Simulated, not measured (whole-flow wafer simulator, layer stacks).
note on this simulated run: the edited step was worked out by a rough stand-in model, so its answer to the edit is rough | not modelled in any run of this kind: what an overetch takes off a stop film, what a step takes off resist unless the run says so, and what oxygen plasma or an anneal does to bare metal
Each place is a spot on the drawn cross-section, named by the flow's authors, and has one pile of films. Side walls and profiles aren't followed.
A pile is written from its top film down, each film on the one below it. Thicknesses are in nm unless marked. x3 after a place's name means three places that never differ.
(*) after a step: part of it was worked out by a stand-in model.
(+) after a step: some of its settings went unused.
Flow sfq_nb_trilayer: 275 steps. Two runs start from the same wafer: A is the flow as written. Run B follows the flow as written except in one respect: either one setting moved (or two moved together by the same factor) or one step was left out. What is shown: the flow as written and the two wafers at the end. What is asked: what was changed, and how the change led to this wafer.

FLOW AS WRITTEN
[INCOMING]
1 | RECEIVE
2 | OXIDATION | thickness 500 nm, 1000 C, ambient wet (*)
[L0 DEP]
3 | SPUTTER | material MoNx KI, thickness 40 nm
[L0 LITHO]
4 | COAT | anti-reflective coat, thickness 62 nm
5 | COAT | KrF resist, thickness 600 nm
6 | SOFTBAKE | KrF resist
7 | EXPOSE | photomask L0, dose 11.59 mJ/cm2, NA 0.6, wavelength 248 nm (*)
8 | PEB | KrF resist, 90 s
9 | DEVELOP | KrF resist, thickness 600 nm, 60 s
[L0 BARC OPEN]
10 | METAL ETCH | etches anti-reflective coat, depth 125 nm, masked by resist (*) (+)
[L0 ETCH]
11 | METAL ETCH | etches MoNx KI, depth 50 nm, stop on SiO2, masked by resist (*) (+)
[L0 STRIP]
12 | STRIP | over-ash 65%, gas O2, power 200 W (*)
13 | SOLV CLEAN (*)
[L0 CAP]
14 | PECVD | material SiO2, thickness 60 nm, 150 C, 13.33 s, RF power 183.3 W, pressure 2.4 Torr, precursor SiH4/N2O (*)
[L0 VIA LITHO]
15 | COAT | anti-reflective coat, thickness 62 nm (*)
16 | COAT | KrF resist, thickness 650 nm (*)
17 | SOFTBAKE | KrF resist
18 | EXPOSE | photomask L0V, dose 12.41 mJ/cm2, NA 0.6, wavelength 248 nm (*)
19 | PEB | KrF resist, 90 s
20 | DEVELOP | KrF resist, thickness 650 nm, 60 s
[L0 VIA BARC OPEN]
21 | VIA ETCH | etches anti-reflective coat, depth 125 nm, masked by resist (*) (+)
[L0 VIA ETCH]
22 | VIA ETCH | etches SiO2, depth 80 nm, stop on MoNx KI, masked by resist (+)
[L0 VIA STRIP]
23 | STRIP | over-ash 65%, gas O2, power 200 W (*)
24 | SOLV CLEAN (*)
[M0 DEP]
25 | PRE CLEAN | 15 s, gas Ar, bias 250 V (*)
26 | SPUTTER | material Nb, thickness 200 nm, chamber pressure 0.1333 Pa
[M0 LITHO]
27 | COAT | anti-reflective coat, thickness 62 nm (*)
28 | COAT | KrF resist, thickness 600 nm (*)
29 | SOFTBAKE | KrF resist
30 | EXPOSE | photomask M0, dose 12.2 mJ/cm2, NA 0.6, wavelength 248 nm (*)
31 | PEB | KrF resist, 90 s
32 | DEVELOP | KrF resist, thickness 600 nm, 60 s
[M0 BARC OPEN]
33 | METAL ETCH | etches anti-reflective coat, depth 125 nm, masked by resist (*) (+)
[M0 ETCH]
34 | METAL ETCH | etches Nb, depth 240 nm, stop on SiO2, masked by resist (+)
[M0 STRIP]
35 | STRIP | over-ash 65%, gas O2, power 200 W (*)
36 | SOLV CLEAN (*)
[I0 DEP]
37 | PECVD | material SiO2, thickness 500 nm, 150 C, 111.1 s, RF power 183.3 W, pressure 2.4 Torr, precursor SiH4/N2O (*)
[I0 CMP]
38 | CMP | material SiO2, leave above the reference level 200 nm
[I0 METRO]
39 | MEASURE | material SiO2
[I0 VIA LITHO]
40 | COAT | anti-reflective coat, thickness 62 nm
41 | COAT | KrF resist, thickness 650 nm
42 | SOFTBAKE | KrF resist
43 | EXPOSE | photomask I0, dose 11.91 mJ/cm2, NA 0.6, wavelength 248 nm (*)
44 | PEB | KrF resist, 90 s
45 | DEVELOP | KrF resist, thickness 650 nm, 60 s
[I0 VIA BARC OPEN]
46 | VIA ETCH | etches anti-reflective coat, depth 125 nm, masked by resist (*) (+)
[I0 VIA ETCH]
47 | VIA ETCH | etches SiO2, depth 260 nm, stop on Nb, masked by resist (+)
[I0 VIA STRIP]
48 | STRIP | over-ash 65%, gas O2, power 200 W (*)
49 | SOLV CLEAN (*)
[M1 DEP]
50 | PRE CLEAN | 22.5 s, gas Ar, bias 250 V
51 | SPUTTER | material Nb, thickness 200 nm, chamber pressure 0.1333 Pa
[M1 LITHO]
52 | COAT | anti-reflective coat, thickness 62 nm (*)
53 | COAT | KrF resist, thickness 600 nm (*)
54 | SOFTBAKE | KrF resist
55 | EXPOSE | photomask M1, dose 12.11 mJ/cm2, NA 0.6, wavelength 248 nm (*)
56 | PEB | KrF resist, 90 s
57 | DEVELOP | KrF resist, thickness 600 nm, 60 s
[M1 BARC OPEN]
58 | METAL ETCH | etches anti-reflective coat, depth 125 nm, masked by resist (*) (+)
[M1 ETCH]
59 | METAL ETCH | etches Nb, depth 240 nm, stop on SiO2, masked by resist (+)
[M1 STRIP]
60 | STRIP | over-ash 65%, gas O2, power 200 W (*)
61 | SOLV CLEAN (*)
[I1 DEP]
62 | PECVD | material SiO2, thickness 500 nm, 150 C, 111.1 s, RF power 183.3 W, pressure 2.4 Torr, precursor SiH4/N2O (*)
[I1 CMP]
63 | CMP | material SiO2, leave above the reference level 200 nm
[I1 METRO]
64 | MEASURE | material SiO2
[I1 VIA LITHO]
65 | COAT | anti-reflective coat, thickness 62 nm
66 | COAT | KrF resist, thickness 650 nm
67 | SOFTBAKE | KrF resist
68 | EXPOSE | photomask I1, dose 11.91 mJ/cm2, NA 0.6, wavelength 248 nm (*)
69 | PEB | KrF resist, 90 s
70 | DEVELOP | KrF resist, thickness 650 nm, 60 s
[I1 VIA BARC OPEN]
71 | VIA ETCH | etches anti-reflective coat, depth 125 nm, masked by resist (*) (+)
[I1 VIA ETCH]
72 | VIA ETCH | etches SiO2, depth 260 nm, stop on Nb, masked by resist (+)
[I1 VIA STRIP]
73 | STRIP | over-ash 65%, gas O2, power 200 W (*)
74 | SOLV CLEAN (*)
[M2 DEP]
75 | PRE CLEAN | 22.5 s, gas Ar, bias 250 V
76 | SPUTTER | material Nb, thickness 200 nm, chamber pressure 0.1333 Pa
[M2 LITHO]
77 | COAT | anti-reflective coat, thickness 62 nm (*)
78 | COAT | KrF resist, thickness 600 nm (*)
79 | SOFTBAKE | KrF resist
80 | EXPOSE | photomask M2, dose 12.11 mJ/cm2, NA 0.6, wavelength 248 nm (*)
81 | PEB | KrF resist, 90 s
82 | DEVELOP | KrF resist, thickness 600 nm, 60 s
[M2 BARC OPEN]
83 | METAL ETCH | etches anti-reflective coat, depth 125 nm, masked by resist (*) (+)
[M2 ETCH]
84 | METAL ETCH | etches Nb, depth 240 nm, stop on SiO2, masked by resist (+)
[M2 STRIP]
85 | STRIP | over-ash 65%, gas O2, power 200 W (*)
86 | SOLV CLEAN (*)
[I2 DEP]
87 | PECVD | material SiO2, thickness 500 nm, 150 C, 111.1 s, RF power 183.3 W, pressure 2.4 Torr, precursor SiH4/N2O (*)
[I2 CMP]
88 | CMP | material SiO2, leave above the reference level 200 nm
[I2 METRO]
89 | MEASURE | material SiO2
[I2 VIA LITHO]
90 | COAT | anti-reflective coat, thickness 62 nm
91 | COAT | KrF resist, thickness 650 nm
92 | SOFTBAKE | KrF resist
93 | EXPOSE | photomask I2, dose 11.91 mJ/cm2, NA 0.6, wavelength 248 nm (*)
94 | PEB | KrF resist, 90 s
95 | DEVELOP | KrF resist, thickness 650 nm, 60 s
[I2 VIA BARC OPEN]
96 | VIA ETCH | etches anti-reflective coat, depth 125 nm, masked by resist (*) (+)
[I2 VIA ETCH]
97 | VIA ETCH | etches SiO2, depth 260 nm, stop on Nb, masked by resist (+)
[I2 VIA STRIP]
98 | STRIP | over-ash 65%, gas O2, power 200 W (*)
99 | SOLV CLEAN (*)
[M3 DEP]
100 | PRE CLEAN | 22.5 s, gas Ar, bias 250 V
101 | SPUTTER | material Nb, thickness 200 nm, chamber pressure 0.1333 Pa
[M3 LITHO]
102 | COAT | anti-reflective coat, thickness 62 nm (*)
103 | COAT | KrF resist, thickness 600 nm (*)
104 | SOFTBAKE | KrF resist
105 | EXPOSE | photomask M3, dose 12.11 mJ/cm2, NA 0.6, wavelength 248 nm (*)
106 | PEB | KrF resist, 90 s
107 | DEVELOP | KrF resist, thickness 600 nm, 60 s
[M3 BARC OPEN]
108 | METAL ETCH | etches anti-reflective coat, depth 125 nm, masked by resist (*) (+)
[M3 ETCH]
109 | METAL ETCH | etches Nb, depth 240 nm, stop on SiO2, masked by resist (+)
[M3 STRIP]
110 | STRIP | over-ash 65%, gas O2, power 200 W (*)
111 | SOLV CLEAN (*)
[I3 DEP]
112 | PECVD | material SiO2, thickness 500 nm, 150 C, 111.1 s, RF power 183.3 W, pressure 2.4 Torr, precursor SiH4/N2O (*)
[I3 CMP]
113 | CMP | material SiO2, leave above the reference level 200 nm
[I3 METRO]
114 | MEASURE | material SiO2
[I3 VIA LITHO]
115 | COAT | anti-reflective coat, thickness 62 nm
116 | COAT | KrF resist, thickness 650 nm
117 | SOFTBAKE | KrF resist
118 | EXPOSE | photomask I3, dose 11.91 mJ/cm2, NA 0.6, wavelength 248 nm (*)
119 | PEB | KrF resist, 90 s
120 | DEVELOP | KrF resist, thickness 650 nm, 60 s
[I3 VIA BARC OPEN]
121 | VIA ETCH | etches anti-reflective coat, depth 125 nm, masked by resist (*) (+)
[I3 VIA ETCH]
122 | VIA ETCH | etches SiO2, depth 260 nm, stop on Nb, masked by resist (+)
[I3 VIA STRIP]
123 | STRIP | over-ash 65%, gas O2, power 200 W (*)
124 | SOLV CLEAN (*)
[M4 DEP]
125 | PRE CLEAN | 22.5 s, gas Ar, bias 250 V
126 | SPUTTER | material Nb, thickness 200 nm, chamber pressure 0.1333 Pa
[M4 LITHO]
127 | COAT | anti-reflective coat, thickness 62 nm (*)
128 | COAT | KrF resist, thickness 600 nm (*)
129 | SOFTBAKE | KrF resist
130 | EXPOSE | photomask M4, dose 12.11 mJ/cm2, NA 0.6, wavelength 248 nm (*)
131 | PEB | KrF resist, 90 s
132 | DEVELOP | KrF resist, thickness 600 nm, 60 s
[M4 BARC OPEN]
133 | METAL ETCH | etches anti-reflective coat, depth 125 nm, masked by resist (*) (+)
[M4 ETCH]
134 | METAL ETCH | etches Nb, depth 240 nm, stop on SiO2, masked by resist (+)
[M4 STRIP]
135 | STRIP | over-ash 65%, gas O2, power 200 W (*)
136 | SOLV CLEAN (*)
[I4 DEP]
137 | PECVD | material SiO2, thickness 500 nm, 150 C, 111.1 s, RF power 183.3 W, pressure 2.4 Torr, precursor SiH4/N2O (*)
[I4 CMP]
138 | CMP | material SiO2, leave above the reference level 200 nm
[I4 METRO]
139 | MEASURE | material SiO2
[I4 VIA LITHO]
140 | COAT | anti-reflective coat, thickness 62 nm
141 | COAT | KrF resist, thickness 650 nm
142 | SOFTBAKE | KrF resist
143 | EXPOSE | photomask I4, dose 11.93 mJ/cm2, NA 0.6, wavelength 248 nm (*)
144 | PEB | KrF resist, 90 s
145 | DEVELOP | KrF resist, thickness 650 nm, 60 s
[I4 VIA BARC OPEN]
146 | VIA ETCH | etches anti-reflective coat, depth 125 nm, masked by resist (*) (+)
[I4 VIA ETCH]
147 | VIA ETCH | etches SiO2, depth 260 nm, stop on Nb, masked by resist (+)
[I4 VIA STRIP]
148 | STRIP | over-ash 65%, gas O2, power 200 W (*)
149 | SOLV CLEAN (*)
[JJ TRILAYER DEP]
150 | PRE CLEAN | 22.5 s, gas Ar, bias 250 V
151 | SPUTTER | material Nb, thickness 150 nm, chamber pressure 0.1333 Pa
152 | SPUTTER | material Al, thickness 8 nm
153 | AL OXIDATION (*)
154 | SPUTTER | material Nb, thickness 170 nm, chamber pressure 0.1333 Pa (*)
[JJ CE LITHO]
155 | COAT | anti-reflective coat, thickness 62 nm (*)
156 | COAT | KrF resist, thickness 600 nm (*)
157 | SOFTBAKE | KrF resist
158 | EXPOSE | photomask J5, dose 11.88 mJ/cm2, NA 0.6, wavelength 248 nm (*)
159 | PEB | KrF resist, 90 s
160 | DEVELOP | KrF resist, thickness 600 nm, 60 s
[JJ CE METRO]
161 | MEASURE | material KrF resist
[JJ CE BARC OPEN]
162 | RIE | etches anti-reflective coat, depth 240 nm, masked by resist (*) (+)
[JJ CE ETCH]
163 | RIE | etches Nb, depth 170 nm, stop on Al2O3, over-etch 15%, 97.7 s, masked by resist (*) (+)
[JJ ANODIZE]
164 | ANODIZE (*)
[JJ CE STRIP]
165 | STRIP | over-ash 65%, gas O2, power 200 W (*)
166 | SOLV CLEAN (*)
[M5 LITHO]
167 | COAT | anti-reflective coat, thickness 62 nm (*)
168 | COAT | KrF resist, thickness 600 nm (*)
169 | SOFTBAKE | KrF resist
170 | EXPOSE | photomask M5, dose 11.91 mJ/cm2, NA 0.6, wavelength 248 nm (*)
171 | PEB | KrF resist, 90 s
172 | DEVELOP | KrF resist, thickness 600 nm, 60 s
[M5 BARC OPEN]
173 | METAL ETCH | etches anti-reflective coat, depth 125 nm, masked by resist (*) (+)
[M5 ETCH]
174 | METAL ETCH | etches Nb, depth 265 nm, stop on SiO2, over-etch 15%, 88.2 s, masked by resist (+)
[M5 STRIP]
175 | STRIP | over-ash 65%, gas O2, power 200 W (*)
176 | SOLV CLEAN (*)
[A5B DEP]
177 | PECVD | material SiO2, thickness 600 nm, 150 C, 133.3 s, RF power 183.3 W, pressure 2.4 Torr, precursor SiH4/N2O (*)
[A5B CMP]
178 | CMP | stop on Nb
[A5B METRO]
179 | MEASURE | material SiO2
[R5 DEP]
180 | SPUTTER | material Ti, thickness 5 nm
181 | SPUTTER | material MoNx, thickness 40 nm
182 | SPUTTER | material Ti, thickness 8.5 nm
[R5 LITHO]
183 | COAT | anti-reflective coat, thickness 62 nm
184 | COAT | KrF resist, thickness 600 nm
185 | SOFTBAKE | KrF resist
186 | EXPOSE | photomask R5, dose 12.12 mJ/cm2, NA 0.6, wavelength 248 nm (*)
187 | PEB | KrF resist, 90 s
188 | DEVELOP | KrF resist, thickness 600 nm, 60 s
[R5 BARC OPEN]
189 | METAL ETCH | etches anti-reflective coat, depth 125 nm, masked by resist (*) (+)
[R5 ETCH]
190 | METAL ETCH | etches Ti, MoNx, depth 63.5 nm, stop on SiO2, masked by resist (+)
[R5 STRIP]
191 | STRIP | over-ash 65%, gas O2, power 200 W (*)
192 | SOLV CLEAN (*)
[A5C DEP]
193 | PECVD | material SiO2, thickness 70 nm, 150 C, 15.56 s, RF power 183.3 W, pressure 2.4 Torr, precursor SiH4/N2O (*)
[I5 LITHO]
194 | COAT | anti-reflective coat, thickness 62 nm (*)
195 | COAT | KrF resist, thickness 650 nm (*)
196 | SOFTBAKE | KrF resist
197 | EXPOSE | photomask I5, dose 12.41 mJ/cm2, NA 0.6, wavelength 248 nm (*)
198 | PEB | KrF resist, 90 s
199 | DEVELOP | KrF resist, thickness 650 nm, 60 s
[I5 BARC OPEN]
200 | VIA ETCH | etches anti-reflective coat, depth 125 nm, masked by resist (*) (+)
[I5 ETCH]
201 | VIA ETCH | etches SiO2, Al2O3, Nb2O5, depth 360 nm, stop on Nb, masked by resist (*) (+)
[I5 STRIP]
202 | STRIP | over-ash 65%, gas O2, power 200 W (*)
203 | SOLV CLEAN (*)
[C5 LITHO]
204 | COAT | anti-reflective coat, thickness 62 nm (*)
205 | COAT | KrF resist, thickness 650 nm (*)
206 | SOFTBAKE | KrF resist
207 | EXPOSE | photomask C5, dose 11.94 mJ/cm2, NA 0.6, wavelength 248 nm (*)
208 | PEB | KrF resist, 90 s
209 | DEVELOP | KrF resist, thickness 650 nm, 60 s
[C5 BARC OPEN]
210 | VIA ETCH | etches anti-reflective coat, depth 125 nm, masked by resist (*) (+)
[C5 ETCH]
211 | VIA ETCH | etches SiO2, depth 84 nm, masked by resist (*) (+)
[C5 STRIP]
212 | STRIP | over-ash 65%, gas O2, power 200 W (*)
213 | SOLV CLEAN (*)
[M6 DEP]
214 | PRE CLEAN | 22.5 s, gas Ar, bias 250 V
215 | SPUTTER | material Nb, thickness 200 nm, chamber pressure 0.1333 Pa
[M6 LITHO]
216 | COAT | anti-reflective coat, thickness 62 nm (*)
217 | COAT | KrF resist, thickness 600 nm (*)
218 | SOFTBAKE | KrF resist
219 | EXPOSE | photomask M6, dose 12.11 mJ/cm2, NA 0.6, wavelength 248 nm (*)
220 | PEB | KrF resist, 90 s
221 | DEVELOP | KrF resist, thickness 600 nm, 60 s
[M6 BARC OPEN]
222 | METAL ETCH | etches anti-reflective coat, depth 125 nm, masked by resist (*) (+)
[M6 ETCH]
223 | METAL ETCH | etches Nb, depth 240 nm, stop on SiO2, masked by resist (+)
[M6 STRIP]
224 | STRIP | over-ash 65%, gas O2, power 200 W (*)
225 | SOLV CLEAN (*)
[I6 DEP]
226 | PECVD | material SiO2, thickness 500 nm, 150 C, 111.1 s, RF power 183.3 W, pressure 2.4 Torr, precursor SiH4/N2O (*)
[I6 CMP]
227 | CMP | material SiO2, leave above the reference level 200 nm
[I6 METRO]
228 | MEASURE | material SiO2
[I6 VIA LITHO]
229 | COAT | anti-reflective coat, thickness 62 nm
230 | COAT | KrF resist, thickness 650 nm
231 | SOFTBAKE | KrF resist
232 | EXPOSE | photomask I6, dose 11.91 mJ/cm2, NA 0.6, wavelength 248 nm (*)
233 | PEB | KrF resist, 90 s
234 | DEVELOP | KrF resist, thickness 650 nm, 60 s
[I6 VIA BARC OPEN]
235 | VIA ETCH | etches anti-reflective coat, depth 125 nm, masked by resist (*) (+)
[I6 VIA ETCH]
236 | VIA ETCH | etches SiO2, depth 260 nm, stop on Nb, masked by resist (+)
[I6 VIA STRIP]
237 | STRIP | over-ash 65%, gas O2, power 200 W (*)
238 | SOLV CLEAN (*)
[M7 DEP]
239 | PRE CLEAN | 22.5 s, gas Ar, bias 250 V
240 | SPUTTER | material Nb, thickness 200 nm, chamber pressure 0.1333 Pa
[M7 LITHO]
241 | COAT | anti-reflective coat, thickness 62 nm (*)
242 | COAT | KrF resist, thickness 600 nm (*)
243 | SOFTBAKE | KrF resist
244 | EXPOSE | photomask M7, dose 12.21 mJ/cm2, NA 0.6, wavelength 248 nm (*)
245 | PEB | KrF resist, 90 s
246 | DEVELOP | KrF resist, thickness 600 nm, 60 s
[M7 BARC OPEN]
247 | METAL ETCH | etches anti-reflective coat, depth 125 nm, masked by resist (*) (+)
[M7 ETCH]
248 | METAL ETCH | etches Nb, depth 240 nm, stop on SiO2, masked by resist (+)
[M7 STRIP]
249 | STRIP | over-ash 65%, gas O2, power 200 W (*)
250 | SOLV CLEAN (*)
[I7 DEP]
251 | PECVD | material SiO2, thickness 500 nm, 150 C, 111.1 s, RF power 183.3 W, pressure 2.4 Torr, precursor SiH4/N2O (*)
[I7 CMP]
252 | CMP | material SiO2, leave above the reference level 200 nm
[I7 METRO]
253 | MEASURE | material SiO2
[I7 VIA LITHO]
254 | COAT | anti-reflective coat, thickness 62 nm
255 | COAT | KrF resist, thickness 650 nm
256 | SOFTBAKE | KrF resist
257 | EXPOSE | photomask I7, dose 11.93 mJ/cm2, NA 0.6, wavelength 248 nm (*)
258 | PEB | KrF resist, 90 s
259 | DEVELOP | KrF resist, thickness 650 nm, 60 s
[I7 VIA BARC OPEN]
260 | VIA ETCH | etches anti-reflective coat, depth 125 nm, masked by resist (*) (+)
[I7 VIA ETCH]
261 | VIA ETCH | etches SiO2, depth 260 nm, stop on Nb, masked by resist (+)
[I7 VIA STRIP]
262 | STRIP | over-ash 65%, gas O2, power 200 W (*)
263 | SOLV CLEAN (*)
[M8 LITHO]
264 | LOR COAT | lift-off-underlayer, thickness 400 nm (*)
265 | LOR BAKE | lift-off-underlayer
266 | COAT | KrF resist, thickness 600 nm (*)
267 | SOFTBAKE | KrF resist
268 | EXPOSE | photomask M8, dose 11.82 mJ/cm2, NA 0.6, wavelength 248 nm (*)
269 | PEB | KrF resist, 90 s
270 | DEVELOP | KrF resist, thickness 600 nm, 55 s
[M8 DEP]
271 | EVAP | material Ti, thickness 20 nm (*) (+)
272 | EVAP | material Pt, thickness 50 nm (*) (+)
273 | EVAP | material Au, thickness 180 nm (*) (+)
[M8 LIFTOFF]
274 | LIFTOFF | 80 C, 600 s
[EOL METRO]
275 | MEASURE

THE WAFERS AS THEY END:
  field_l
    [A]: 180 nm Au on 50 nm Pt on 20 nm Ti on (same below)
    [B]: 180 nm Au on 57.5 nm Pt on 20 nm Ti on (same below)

The reason: step 272, EVAP: thickness 57.5 nm was run, though the flow has thickness 50 nm.
The wafer itself shows it: field_l has Pt 57.5, and step 272 as written asks for 50 nm.

How this came from the change, step by step:
  272 | EVAP | material Pt, thickness 50 nm (*) (+)
      field_l, v_sur, via_wl and 103 more: A Pt gains 50 (new film) | B Pt gains 57.5 (new film)
  274 | LIFTOFF | 80 C, 600 s
      p4_fl, p4_fm, p4_w1 and 71 more: A Au loses 180 (all of it), Pt loses 50 (all of it), Ti loses 20 (all of it), KrF resist loses 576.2 (all of it), lift-off-underlayer loses 400 (all of it) | B Au loses 180 (all of it), Pt loses 57.5 (all of it), Ti loses 20 (all of it), KrF resist loses 576.2 (all of it), lift-off-underlayer loses 400 (all of it)
      c5j, ce_r: A Au loses 180 (all of it), Pt loses 50 (all of it), Ti loses 20 (all of it), KrF resist loses 573.3 (all of it), lift-off-underlayer loses 399.3 (all of it) | B Au loses 180 (all of it), Pt loses 57.5 (all of it), Ti loses 20 (all of it), KrF resist loses 573.3 (all of it), lift-off-underlayer loses 399.3 (all of it)
      (and at 19 other places as well)
